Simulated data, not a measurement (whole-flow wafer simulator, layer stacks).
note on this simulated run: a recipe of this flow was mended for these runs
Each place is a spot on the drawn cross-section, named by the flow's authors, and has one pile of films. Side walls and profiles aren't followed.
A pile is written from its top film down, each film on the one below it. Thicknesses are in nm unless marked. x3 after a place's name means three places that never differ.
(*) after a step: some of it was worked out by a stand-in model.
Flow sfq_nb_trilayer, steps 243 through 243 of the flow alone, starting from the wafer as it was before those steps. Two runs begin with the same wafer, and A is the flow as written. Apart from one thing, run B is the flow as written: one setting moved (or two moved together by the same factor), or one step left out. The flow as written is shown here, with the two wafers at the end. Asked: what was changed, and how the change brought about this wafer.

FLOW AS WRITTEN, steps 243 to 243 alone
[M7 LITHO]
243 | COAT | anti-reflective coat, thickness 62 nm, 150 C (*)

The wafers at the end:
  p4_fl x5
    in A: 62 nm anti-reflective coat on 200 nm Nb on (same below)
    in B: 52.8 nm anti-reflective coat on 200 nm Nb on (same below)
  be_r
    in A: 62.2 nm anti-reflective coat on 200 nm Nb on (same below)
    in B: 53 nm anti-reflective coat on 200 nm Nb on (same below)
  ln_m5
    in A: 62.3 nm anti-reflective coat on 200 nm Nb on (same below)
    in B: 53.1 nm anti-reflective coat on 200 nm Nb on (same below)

What caused this: step 243, COAT: thickness 52.8 nm was run, whereas the flow has thickness 62 nm.
The wafer lets one read it off: p4_fl x5 has anti-reflective coat 52.8, and step 243 as written asks for 62 nm.

The path from the change to this, step by step:
  243 | COAT | anti-reflective coat, thickness 62 nm, 150 C (*)
      p4_fl x5, p4_w1 x9, p3_s0 x15 and 48 more: A anti-reflective coat gains 62 (new film) | B anti-reflective coat gains 52.8 (new film)
      be_r, r_sur, res, r_end, moat, field_r: A anti-reflective coat gains 62.2 (new film) | B anti-reflective coat gains 53 (new film)
      (and at 23 other places as well)
